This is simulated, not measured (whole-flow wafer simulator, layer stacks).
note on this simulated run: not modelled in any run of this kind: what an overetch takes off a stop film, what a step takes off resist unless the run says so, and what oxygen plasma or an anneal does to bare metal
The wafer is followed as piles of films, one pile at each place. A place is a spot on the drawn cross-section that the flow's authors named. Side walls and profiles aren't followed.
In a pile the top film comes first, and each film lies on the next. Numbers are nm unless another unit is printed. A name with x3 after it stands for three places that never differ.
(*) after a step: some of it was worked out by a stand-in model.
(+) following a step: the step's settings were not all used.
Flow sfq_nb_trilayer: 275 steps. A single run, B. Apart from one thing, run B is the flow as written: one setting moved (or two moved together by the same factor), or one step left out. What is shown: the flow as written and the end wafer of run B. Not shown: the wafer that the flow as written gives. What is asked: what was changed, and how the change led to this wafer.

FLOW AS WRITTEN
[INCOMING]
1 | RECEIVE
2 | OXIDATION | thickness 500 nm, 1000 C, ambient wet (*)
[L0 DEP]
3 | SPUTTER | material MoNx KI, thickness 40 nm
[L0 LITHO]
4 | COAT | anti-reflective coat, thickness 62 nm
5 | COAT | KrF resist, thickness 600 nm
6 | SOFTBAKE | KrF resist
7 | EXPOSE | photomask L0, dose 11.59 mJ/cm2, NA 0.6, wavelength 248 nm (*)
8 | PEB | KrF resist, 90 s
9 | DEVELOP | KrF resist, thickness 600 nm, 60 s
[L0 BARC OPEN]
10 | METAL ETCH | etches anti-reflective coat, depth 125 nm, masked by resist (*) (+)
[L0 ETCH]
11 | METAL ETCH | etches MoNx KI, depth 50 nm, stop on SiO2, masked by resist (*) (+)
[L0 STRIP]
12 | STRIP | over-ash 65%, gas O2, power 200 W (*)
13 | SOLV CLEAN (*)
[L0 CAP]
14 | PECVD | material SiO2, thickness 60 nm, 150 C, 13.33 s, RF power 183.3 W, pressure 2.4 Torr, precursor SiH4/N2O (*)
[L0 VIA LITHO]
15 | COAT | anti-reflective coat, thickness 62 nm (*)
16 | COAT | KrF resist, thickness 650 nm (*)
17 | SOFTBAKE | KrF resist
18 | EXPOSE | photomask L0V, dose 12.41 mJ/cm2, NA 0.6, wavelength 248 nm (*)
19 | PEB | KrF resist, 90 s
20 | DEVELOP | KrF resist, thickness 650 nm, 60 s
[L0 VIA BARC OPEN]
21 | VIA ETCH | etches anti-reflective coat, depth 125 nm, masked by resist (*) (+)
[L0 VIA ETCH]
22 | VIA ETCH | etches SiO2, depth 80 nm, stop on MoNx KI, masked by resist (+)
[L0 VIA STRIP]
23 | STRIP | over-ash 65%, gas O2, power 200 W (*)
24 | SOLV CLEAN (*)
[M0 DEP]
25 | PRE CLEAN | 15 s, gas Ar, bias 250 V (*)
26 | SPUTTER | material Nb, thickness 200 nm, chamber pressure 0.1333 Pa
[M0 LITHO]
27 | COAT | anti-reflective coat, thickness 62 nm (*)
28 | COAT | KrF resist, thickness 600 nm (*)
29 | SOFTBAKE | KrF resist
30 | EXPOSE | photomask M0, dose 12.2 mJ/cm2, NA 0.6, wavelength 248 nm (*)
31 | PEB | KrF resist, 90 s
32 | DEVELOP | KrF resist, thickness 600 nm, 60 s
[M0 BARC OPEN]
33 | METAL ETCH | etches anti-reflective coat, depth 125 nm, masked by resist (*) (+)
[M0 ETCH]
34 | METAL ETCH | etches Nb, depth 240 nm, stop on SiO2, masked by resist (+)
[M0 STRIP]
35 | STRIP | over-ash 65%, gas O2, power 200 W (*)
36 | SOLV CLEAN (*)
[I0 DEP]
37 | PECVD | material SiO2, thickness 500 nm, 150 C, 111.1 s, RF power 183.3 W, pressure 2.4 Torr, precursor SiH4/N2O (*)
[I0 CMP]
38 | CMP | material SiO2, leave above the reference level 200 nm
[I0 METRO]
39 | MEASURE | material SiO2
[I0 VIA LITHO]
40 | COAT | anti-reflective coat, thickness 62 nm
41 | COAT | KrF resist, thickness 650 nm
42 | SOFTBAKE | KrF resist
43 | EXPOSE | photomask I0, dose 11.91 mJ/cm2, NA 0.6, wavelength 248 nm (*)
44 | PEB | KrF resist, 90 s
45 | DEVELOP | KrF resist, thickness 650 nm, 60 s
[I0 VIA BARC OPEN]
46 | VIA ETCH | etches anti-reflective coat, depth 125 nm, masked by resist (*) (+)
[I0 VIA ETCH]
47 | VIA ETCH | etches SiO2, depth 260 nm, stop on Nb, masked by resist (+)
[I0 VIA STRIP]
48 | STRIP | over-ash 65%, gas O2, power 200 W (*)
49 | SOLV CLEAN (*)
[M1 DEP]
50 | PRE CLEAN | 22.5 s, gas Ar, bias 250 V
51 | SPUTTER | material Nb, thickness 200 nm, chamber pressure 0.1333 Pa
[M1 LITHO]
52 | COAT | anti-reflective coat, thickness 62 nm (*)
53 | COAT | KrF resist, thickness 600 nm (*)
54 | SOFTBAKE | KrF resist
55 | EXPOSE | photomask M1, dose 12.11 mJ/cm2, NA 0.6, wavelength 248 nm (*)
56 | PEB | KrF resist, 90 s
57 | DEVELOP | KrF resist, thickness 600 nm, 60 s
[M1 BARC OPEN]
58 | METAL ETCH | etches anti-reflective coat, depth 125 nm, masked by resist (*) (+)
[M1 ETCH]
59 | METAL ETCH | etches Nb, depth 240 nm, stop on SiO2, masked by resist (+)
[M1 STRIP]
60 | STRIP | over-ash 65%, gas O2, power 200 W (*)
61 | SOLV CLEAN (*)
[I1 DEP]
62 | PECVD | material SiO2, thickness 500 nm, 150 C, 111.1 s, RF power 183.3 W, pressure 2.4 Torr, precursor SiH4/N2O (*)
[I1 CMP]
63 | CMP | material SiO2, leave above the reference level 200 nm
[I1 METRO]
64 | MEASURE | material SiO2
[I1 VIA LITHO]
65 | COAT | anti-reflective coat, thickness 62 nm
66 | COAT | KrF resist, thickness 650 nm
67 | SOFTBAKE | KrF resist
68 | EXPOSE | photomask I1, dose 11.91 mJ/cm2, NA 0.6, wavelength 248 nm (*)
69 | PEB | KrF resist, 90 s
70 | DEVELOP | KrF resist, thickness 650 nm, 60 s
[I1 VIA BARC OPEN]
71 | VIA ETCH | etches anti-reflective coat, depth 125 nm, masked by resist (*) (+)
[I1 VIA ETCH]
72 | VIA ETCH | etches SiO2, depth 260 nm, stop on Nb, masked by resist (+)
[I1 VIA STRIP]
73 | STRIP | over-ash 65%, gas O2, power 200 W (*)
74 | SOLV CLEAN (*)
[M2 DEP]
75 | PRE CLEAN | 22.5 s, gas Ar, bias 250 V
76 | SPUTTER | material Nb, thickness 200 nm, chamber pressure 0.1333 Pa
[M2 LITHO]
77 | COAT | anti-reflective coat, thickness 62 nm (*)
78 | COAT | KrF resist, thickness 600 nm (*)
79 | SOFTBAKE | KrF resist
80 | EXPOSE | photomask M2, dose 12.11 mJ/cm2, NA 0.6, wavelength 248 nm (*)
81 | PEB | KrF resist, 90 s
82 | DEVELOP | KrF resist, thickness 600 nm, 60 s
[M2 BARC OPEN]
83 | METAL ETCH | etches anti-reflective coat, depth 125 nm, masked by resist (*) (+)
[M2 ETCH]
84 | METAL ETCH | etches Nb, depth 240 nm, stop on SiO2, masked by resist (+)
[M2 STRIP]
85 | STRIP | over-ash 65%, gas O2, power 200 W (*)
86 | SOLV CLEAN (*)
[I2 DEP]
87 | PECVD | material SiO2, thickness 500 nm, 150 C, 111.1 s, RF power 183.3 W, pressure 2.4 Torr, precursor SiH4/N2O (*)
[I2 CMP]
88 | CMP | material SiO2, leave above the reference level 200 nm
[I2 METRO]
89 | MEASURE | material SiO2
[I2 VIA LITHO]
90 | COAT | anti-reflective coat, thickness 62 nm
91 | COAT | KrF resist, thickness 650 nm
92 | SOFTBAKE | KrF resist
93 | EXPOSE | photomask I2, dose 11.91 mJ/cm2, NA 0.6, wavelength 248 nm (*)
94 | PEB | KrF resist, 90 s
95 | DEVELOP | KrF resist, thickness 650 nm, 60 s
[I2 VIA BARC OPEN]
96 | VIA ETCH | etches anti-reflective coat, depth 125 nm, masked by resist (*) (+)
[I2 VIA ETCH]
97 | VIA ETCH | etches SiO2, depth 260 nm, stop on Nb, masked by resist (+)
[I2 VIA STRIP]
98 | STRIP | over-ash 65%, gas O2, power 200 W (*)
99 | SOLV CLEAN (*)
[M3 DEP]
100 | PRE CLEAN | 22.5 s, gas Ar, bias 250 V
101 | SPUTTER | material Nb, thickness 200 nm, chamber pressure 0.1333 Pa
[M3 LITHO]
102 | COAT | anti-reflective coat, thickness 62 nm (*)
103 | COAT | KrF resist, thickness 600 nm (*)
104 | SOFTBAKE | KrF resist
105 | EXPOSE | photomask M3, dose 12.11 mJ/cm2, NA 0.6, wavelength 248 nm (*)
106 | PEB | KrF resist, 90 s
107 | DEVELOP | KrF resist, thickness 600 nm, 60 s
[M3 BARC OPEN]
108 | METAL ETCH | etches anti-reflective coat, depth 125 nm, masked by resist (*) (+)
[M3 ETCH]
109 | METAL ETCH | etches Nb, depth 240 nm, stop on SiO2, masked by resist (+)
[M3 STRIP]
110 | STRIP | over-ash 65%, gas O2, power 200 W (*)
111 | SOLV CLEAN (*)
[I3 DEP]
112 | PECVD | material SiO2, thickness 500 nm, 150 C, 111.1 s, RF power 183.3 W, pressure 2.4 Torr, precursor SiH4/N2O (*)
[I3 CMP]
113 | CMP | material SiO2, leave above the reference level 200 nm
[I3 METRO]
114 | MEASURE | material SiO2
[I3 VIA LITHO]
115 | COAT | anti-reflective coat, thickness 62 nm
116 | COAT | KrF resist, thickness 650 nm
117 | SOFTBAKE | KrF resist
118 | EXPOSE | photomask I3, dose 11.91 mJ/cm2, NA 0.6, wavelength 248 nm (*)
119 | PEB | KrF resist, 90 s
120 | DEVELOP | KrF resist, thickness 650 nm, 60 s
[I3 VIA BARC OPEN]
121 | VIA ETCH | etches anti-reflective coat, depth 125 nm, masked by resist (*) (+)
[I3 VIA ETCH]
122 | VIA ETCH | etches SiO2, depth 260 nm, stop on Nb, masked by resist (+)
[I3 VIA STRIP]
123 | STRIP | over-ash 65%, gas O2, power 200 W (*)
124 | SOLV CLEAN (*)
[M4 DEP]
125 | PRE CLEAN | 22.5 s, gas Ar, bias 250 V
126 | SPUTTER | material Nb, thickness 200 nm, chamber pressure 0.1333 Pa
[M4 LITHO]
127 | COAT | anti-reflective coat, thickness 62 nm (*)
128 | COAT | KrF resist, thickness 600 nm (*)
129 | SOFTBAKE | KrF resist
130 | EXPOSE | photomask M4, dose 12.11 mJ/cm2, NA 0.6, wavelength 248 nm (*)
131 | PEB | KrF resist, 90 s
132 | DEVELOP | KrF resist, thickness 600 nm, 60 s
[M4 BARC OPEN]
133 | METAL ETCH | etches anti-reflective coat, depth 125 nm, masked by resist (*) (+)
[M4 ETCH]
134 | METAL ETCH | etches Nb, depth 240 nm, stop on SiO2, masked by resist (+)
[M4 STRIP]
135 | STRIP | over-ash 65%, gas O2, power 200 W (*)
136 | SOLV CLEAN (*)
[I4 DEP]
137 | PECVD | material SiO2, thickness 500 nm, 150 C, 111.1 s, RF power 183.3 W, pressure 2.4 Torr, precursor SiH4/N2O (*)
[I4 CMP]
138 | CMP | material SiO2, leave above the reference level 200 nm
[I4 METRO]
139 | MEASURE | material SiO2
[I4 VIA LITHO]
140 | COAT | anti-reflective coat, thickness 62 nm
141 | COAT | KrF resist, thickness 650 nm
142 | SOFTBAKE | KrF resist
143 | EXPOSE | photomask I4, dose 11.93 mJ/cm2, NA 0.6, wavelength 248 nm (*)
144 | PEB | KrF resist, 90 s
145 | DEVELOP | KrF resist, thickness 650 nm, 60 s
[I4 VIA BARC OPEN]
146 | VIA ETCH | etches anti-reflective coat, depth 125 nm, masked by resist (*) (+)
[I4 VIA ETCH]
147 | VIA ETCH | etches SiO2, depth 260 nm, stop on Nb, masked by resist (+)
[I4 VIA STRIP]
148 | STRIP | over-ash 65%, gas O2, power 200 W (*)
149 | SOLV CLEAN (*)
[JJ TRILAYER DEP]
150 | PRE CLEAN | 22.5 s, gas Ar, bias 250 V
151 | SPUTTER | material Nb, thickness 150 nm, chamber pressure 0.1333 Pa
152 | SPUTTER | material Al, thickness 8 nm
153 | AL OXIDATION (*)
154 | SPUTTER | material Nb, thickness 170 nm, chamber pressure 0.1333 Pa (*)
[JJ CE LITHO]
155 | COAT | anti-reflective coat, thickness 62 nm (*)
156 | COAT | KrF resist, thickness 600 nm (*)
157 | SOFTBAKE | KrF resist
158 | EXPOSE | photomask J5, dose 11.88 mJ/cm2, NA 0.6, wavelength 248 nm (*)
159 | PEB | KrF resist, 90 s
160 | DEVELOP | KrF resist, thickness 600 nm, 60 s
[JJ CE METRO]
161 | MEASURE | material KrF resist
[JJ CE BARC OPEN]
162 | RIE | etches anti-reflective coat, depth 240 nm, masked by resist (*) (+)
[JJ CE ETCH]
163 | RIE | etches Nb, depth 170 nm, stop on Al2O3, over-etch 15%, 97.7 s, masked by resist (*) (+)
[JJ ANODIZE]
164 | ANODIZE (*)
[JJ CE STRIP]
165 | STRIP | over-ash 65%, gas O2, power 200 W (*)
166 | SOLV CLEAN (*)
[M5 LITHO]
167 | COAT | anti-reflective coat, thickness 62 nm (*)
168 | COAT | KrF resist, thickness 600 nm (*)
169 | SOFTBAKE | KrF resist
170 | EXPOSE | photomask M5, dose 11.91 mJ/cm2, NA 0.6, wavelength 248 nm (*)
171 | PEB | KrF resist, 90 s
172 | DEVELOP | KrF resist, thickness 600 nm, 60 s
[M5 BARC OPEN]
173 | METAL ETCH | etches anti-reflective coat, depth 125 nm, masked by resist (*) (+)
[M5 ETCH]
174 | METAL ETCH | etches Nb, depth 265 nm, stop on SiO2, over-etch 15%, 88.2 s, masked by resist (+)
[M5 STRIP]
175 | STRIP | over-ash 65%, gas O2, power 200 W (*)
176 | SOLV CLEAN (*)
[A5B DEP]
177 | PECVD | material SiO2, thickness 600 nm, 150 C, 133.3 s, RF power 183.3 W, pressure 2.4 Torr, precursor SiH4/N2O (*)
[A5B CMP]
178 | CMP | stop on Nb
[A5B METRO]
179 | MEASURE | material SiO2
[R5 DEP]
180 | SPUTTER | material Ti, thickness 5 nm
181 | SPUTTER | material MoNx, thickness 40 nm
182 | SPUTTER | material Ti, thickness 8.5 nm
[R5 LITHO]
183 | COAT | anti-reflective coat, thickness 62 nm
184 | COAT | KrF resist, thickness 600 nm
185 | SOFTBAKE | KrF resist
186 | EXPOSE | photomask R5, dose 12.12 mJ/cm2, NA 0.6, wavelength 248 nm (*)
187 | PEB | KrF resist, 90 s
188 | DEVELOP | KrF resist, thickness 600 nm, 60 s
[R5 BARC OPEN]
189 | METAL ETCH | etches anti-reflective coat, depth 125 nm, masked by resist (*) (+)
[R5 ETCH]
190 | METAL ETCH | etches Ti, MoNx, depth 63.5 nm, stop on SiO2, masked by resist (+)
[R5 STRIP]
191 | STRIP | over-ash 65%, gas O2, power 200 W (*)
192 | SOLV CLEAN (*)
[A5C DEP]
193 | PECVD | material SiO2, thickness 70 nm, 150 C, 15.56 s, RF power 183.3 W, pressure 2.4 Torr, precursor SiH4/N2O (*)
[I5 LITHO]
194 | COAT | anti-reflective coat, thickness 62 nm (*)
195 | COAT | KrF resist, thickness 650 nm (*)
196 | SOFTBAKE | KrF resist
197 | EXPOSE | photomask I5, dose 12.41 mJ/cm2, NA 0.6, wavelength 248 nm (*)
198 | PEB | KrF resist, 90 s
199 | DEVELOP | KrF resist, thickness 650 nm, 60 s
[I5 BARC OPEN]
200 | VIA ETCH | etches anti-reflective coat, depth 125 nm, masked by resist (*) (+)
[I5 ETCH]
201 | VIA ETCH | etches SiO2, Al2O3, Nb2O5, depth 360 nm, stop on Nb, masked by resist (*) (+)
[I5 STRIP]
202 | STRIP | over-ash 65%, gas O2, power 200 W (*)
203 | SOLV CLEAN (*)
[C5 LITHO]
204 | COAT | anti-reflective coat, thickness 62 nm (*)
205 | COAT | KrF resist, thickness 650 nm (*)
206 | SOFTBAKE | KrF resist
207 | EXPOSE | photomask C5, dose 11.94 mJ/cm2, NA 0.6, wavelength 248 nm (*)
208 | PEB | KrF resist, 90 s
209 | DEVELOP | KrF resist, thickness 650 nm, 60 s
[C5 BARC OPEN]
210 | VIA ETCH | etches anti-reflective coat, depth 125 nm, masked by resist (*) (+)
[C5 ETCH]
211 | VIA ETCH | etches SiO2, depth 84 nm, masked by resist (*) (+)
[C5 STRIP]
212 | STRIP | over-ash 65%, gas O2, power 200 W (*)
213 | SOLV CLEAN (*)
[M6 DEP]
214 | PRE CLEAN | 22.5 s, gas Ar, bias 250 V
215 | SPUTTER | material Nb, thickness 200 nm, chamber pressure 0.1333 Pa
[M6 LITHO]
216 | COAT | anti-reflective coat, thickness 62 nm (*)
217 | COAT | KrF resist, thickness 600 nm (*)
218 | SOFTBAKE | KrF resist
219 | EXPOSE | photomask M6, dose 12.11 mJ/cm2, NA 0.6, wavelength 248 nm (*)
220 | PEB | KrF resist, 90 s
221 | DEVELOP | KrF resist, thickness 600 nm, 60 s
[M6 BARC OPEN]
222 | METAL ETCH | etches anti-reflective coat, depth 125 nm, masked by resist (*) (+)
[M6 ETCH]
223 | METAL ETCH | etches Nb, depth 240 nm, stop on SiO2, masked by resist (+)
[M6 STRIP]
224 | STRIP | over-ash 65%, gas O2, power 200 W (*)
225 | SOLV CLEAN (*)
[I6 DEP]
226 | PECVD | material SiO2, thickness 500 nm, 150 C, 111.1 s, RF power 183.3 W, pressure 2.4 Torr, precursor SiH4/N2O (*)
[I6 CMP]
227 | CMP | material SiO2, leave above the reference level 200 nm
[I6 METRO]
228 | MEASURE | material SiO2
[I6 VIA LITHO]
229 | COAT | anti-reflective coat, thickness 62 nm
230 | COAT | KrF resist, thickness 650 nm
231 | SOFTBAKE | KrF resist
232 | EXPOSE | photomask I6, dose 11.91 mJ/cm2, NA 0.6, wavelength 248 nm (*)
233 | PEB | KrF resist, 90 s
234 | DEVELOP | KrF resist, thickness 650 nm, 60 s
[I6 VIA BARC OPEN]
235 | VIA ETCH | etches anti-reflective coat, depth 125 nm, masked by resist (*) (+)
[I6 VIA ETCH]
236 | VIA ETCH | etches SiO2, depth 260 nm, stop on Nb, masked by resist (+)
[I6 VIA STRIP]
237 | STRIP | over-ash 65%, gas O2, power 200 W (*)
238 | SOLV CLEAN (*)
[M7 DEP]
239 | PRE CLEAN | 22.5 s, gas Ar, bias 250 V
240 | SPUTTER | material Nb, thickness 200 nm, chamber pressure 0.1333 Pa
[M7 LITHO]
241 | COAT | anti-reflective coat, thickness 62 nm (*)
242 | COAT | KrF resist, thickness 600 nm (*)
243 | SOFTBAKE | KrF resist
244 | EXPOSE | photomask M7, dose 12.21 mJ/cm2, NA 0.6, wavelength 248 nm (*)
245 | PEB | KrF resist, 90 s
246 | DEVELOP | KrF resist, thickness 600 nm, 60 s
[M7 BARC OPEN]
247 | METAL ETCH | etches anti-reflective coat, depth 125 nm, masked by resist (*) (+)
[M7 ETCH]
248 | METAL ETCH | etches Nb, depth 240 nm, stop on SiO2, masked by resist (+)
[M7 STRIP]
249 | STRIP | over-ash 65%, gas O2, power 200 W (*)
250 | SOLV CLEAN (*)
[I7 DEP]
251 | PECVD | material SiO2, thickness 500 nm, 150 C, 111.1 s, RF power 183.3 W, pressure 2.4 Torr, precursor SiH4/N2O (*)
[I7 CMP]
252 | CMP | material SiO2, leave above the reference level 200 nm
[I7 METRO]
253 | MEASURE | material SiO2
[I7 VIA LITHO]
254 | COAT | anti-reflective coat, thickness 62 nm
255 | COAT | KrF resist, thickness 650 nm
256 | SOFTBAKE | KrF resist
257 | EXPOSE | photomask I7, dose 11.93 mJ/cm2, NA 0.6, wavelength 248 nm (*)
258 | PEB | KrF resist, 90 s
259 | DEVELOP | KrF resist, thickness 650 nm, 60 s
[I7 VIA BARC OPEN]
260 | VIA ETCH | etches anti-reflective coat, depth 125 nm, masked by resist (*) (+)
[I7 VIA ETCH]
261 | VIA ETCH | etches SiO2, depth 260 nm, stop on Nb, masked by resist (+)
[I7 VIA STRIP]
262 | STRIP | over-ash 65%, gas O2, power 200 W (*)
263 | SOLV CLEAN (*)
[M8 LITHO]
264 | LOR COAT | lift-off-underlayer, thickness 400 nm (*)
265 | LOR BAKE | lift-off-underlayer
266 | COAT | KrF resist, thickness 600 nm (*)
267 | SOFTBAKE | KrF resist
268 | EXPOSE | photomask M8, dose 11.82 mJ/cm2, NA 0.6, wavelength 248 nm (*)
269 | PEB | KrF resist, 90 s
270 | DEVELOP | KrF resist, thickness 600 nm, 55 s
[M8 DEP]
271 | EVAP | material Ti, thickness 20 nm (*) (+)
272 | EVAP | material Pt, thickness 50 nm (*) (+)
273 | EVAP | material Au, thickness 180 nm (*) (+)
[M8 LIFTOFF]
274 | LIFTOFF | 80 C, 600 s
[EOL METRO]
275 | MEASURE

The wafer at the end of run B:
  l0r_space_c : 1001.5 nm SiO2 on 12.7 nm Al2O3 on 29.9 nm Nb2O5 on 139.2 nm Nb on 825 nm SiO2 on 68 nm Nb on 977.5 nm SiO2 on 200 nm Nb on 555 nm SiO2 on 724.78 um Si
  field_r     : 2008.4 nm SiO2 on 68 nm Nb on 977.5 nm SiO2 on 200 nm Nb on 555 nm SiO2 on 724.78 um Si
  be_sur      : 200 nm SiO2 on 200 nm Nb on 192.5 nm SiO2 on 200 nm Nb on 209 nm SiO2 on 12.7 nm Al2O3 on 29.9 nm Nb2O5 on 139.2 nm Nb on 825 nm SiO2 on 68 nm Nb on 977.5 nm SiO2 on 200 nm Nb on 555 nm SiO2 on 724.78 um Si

What caused this: step 101, SPUTTER: thickness 308 nm was run, though the flow has thickness 200 nm.

Step by step, how the change led to this:
  101 | SPUTTER | material Nb, thickness 200 nm, chamber pressure 0.1333 Pa
      field_l, v_sur, via_wl and 102 more: +308 Nb (new film) (it would be, as written: +200 Nb (new film))
      via_w: +256.6 Nb (it would be, as written: +165.5 Nb)
  102 | COAT | anti-reflective coat, thickness 62 nm (*)
      via_w: +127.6 anti-reflective coat (new film) (it would be, as written: +124.8 anti-reflective coat (new film))
  109 | METAL ETCH | etches Nb, depth 240 nm, stop on SiO2, masked by resist (+)
      field_l, be, be_sur and 72 more: -240 Nb (it would be, as written: -200 Nb (all of it))
  110 | STRIP | over-ash 65%, gas O2, power 200 W (*)
      via_w: -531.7 KrF resist (all of it), -127.6 anti-reflective coat (all of it) (it would be, as written: -520 KrF resist (all of it), -124.8 anti-reflective coat (all of it))
  112 | PECVD | material SiO2, thickness 500 nm, 150 C, 111.1 s, RF power 183.3 W, pressure 2.4 Torr, precursor SiH4/N2O (*)
      field_l, be, be_sur and 64 more: +500 SiO2 (new film) (it would be, as written: +500 SiO2)
      p4_g1, p4_g2, p3_s0, p3_s1, p3_s2, p3_s3, p3_s4, p3_s5: +597.1 SiO2 (new film) (it would be, as written: +557.1 SiO2)
  113 | CMP | material SiO2, leave above the reference level 200 nm
      field_l, be, be_sur and 64 more: -60 SiO2 (it would be, as written: -100 SiO2)
      via_w: -157.1 SiO2 (it would be, as written: -181.6 SiO2)
With metal films that touch counted as one body, l0r_space_c has 3 bodies (between them, from the top down: SiO2 825; SiO2 977.5); the flow as written gives 2 bodies (between them, from the top down: SiO2 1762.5).
With metal films that touch counted as one body, field_r has 2 bodies (between them, from the top down: SiO2 977.5); the flow as written gives 1 body.
With metal films that touch counted as one body, be_sur has 5 bodies (between them, from the top down: SiO2 192.5; SiO2 209 / Al2O3 12.7 / Nb2O5 29.9; SiO2 825; SiO2 977.5); the flow as written gives 4 bodies (between them, from the top down: SiO2 192.5; SiO2 209 / Al2O3 12.7 / Nb2O5 29.9; SiO2 1762.5).
